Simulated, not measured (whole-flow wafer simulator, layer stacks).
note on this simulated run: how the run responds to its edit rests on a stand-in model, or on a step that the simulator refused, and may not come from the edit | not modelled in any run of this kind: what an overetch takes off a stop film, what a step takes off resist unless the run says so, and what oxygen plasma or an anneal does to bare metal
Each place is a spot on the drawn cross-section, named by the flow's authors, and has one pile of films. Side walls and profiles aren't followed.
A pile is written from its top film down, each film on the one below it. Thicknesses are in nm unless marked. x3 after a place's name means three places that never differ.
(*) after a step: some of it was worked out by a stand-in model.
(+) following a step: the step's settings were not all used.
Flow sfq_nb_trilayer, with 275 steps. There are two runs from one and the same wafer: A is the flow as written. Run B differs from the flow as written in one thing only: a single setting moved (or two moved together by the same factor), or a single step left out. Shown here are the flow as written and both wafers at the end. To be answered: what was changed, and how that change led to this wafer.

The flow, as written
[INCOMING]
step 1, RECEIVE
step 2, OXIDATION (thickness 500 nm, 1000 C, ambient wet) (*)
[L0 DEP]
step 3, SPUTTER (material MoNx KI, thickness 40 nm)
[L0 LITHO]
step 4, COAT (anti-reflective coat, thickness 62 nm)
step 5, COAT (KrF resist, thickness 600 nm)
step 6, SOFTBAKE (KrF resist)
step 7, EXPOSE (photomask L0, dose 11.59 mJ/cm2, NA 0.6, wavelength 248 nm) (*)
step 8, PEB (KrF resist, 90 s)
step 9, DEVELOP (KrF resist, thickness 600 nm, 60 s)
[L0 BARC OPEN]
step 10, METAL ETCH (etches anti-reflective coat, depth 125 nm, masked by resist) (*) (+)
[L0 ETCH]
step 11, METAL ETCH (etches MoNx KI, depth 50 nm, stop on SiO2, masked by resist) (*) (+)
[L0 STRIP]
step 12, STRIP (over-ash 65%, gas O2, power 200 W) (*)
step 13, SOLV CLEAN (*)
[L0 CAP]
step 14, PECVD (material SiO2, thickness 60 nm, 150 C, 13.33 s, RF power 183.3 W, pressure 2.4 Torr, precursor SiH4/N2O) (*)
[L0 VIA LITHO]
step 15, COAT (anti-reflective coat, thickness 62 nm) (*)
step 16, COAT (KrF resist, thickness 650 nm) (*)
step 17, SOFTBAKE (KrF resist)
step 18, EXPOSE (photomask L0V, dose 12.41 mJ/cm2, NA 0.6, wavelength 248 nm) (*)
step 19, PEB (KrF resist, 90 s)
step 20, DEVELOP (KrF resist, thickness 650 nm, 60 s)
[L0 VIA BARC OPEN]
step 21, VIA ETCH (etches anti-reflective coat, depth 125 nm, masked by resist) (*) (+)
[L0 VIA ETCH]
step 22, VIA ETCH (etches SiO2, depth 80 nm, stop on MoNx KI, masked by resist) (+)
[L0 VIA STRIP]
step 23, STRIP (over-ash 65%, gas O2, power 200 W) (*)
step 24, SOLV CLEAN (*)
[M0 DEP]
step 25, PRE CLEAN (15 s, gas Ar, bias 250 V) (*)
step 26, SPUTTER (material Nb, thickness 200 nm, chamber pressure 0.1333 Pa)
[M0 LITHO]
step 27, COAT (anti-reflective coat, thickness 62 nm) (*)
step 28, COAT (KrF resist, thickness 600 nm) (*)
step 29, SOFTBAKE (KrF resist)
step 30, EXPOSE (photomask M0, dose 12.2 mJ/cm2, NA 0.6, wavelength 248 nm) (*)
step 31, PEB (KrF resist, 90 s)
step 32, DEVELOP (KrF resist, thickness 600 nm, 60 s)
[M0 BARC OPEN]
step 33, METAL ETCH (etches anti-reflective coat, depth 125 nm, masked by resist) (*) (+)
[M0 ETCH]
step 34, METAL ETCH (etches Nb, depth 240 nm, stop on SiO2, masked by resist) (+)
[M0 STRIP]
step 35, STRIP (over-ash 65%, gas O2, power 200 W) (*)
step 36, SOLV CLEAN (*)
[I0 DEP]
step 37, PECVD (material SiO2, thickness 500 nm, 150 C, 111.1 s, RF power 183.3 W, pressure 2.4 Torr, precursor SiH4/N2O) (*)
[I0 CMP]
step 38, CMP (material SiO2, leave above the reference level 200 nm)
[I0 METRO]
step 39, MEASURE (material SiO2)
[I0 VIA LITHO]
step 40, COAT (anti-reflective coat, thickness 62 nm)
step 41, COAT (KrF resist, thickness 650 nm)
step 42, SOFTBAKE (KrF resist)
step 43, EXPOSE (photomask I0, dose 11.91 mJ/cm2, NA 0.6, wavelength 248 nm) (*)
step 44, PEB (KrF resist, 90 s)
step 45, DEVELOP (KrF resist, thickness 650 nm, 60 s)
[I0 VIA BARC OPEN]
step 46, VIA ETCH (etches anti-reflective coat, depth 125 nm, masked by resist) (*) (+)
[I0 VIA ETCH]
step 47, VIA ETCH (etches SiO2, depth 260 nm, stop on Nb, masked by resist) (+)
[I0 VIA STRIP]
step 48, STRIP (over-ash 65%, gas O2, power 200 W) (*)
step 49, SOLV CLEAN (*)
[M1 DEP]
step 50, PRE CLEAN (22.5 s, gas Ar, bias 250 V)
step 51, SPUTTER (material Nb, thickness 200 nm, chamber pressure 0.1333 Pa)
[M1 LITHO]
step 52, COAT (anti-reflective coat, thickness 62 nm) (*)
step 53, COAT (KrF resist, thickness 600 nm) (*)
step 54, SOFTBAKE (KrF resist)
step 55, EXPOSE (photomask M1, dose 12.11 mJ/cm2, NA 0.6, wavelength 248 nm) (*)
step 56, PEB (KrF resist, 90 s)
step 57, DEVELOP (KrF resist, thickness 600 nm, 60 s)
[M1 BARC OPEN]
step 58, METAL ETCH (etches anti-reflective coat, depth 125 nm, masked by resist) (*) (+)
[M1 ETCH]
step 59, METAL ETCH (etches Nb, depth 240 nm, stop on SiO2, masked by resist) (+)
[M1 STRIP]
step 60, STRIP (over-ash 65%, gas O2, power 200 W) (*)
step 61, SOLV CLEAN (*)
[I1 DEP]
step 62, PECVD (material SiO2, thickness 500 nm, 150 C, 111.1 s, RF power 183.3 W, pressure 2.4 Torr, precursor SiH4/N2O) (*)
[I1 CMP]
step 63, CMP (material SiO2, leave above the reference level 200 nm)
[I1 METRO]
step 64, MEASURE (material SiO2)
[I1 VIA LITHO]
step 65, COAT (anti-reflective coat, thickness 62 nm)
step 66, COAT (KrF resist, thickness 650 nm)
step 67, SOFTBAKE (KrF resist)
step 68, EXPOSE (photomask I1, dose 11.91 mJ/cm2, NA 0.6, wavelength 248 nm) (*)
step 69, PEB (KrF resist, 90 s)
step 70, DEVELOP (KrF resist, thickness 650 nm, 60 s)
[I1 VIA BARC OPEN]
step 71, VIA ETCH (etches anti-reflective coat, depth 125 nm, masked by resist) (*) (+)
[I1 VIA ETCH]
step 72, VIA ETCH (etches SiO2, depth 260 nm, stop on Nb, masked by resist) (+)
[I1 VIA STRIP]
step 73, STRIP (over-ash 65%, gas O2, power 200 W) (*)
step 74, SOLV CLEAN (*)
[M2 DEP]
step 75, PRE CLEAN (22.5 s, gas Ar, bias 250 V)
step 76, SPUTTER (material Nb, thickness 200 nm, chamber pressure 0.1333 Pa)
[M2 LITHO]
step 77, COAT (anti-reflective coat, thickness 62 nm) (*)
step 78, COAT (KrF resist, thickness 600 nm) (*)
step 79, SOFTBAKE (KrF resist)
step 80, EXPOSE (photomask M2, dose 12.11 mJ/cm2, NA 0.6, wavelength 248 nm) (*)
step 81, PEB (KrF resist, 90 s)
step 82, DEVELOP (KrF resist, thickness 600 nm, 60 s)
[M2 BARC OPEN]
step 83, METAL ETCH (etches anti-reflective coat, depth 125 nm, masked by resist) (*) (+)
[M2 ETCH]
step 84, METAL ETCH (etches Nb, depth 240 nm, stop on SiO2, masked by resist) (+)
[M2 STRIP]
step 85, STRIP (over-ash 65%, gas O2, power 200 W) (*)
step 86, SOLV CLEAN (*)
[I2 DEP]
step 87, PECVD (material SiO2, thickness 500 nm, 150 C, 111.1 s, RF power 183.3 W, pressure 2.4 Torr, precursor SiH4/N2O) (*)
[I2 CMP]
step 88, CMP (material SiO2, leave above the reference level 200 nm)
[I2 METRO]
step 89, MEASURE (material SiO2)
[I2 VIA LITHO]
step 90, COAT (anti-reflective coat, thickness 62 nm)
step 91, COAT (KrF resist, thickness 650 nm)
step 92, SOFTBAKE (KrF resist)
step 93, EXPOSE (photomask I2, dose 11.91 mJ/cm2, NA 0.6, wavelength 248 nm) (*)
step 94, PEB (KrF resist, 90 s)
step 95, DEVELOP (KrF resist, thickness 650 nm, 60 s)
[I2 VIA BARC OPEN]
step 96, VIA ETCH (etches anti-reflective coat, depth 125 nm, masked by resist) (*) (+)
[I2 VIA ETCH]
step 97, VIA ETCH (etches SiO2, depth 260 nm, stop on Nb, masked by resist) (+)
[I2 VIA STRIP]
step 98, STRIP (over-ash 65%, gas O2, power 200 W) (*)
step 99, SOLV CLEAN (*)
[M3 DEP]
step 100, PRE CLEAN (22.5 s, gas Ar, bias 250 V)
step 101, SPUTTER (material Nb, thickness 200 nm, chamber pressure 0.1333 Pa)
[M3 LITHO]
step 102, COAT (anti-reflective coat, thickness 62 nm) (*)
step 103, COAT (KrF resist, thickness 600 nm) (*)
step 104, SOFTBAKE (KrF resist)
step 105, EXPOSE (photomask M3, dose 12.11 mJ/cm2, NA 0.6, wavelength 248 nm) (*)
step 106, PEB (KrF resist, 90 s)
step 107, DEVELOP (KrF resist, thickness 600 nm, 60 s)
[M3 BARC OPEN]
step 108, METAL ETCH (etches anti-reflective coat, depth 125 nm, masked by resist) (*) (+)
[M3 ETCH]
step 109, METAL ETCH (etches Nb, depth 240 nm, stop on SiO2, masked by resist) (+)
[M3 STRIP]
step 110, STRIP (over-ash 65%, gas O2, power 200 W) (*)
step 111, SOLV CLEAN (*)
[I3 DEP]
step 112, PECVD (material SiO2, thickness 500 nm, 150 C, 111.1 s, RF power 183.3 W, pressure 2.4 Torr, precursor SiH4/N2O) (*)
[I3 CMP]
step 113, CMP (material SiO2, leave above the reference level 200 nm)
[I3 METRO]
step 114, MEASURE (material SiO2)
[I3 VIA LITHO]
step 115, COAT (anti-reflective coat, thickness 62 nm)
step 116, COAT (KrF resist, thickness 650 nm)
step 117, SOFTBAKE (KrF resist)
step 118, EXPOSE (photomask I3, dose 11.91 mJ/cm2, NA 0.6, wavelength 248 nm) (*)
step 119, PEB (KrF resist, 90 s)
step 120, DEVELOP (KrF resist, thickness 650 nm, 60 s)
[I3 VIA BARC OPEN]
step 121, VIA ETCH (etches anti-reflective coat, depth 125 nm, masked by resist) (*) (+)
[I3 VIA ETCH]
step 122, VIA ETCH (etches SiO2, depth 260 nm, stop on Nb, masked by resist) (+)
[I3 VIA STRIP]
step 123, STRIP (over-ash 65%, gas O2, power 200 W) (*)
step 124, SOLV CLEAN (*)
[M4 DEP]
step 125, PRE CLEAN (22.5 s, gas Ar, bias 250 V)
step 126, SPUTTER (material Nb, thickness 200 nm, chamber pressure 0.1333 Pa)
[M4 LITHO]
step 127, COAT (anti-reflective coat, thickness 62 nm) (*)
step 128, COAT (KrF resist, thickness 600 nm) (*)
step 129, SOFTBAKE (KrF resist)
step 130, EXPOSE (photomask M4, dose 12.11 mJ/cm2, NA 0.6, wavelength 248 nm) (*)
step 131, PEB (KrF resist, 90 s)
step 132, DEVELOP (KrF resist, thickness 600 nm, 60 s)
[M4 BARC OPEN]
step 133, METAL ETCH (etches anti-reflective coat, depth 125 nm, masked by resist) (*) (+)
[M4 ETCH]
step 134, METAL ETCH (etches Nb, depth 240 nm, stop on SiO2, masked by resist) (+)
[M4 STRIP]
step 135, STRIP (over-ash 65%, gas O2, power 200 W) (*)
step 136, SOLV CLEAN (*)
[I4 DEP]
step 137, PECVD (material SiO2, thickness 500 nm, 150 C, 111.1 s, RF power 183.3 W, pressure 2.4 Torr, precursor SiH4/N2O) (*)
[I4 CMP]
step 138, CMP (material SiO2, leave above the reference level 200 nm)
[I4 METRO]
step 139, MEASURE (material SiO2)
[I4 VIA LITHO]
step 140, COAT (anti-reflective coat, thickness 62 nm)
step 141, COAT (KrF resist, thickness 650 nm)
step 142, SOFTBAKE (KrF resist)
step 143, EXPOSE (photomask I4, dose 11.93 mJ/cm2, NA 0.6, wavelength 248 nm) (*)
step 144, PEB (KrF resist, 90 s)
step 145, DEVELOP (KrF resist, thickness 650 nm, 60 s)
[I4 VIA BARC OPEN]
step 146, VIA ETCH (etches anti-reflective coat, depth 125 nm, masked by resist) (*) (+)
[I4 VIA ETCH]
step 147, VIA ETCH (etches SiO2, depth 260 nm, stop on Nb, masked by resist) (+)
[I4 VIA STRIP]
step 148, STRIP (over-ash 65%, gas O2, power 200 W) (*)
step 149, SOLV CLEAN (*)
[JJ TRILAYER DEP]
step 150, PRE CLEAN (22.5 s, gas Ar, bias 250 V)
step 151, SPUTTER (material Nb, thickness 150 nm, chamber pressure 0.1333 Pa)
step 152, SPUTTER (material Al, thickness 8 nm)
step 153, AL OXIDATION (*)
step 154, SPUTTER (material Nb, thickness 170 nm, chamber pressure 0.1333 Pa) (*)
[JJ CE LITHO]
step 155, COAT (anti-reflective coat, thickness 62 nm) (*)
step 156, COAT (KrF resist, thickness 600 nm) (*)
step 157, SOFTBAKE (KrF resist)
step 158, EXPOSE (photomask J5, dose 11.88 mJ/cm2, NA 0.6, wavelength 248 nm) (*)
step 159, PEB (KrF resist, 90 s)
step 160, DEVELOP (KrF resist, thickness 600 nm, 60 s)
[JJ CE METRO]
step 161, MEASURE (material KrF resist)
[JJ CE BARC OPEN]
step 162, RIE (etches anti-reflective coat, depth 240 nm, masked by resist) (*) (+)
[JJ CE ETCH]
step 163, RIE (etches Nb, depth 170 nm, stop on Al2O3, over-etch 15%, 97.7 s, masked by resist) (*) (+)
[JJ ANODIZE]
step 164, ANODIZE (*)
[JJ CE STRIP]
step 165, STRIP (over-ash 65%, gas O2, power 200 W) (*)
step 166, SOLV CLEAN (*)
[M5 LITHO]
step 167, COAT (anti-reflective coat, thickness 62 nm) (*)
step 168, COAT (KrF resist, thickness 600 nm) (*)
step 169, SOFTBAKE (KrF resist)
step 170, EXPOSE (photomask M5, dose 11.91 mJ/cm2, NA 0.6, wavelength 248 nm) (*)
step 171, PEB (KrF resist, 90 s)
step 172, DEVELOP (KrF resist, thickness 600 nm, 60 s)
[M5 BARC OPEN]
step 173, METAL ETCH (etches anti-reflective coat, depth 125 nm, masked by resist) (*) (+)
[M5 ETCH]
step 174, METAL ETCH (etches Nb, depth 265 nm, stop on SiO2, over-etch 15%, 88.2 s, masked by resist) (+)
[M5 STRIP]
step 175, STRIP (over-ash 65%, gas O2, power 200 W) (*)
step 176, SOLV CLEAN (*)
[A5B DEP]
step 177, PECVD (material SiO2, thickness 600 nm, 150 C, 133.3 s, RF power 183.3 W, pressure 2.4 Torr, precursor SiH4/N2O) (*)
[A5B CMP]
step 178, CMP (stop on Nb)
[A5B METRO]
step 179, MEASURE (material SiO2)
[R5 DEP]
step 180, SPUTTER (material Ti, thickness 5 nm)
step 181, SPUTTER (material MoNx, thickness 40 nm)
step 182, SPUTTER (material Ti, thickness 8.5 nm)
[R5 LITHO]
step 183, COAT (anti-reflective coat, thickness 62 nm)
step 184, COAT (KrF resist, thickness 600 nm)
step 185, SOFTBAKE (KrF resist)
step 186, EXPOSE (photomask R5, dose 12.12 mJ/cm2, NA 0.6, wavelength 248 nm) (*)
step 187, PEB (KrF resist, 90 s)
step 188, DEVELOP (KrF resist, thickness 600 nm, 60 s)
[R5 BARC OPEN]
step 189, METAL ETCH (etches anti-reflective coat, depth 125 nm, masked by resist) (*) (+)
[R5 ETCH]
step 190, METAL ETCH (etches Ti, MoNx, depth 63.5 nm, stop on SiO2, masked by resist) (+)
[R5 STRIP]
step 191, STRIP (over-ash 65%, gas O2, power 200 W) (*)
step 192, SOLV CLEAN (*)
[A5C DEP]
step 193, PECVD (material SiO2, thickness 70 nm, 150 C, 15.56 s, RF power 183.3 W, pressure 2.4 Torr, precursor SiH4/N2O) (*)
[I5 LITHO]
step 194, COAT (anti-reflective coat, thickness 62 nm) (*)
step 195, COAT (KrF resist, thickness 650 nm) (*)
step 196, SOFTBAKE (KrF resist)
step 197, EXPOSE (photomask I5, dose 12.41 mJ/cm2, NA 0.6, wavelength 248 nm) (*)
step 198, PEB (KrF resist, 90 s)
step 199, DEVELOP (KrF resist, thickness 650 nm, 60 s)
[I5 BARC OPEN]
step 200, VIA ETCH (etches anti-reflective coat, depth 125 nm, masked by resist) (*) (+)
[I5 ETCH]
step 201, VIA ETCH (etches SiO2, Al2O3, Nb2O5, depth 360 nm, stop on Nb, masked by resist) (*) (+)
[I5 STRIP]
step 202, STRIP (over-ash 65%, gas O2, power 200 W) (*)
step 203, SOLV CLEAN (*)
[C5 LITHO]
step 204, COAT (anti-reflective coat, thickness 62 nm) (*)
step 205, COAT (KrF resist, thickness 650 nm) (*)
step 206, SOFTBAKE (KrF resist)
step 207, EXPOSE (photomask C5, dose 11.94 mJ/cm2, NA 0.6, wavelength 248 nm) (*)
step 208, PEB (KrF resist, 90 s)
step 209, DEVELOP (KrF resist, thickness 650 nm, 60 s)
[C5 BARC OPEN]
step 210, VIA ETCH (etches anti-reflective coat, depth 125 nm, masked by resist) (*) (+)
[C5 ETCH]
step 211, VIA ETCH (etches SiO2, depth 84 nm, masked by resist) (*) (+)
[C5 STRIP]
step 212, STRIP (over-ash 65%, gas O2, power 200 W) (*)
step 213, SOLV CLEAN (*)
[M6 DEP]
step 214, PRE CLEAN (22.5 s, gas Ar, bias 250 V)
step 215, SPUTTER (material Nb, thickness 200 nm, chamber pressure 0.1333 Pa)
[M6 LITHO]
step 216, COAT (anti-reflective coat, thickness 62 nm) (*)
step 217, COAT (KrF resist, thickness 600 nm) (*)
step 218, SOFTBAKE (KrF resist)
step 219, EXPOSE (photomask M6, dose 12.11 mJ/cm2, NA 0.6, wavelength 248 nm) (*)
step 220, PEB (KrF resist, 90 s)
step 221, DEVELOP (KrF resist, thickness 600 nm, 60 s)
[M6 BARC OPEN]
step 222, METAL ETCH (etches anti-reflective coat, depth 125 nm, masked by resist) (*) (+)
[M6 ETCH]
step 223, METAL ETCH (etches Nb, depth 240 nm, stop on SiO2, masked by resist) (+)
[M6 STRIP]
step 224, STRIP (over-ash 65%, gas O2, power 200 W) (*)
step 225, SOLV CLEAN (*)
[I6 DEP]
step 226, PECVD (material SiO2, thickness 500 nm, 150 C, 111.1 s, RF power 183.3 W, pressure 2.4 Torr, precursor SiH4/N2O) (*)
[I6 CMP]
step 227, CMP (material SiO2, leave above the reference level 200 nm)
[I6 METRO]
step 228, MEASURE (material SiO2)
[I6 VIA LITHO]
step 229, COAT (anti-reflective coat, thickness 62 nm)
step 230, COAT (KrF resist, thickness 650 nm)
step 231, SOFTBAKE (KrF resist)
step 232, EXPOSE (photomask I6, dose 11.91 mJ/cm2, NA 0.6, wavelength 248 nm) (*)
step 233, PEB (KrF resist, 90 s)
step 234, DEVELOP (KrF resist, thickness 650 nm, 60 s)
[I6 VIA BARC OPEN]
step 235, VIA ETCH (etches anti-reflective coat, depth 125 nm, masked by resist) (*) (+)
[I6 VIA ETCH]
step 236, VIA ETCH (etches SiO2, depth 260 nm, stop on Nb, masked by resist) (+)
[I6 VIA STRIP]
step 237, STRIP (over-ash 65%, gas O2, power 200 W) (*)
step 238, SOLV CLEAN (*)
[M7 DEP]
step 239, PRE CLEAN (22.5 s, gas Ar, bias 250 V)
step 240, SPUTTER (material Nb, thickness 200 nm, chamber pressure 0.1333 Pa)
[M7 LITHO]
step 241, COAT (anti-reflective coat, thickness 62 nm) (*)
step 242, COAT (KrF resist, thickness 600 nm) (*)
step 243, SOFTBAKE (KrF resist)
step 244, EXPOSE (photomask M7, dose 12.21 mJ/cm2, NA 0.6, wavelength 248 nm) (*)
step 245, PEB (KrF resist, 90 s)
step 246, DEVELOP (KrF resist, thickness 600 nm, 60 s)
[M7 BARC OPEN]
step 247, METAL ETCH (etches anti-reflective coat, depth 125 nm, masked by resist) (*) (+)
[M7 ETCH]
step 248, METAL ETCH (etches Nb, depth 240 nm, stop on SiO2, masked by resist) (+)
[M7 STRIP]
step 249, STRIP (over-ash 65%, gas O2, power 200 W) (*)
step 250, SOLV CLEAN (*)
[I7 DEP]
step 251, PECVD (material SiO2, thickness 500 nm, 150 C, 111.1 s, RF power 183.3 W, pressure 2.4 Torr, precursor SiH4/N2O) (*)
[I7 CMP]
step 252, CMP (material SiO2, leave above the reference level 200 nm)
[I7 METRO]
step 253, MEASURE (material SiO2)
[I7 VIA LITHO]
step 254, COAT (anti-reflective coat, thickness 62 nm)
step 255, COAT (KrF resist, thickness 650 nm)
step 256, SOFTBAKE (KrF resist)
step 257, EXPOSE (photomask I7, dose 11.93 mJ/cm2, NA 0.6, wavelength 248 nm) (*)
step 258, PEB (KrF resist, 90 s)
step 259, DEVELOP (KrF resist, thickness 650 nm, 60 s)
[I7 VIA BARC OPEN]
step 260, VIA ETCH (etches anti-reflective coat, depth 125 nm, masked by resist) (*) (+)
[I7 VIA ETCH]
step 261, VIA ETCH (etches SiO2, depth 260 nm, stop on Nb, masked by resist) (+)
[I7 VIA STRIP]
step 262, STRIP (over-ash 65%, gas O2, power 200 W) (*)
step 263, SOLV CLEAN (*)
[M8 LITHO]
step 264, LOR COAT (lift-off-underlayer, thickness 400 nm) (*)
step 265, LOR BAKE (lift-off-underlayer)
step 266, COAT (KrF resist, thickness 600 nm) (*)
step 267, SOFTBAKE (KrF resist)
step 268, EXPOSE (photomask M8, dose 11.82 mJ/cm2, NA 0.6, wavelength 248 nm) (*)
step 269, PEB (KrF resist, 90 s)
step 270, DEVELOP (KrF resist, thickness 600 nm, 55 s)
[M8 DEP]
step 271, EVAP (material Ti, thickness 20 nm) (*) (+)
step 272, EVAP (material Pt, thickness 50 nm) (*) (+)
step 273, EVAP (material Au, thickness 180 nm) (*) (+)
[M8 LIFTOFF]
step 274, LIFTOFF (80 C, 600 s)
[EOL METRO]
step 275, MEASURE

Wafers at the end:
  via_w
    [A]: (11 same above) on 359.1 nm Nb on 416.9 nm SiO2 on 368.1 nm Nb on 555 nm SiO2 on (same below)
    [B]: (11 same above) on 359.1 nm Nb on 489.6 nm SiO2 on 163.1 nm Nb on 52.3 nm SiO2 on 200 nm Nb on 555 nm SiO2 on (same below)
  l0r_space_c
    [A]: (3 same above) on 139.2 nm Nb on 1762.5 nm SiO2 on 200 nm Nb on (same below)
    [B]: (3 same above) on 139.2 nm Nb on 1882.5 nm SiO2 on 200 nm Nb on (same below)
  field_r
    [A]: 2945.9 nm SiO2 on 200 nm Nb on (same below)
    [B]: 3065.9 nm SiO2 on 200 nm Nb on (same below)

The reason: step 38, CMP: leave above the reference level 320 nm was run, while the flow as written has leave above the reference level 200 nm.

The path from the change to this, step by step:
  step 38, CMP (material SiO2, leave above the reference level 200 nm)
      v_sur, via_wl, via_w and 94 more: A SiO2 loses 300 | B SiO2 loses 180
      field_l, l0_sur, l0r_line_l, l0r_line_c, l0r_line_r: A SiO2 loses 340 | B SiO2 loses 220
      (and at 4 other places as well)
  step 47, VIA ETCH (etches SiO2, depth 260 nm, stop on Nb, masked by resist) (+)
      via_w: A SiO2 loses 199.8 (all of it) | B SiO2 loses 260
  step 50, PRE CLEAN (22.5 s, gas Ar, bias 250 V)
      via_w: A Nb loses 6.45 | B SiO2 loses 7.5
  step 51, SPUTTER (material Nb, thickness 200 nm, chamber pressure 0.1333 Pa)
      via_w: A Nb gains 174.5 | B Nb gains 163.1 (new film)
  step 52, COAT (anti-reflective coat, thickness 62 nm) (*)
      via_w: A anti-reflective coat gains 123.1 (new film) | B anti-reflective coat gains 136.1 (new film)
      via_wr: A anti-reflective coat gains 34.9 (new film) | B anti-reflective coat gains 33.2 (new film)
  step 53, COAT (KrF resist, thickness 600 nm) (*)
      via_w: A KrF resist gains 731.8 (new film) | B KrF resist gains 781.6 (new film)
  step 60, STRIP (over-ash 65%, gas O2, power 200 W) (*)
      via_w: A KrF resist loses 513.8 (all of it), anti-reflective coat loses 123.1 (all of it) | B KrF resist loses 563.6 (all of it), anti-reflective coat loses 136.1 (all of it)
      via_wr: A KrF resist loses 384.4 (all of it), anti-reflective coat loses 34.9 (all of it) | B KrF resist loses 378.6 (all of it), anti-reflective coat loses 33.2 (all of it)
  step 62, PECVD (material SiO2, thickness 500 nm, 150 C, 111.1 s, RF power 183.3 W, pressure 2.4 Torr, precursor SiH4/N2O) (*)
      via_w: A SiO2 gains 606 (new film) | B SiO2 gains 678.7 (new film)
With metal films that touch counted as one body, via_w has 6 bodies (between them, from the top down: SiO2 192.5; SiO2 427.3 / Al2O3 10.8 / Nb2O5 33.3; SiO2 425.9; SiO2 489.6; SiO2 52.3); the flow as written gives 5 bodies (between them, from the top down: SiO2 192.5; SiO2 427.3 / Al2O3 10.8 / Nb2O5 33.3; SiO2 425.9; SiO2 416.9).
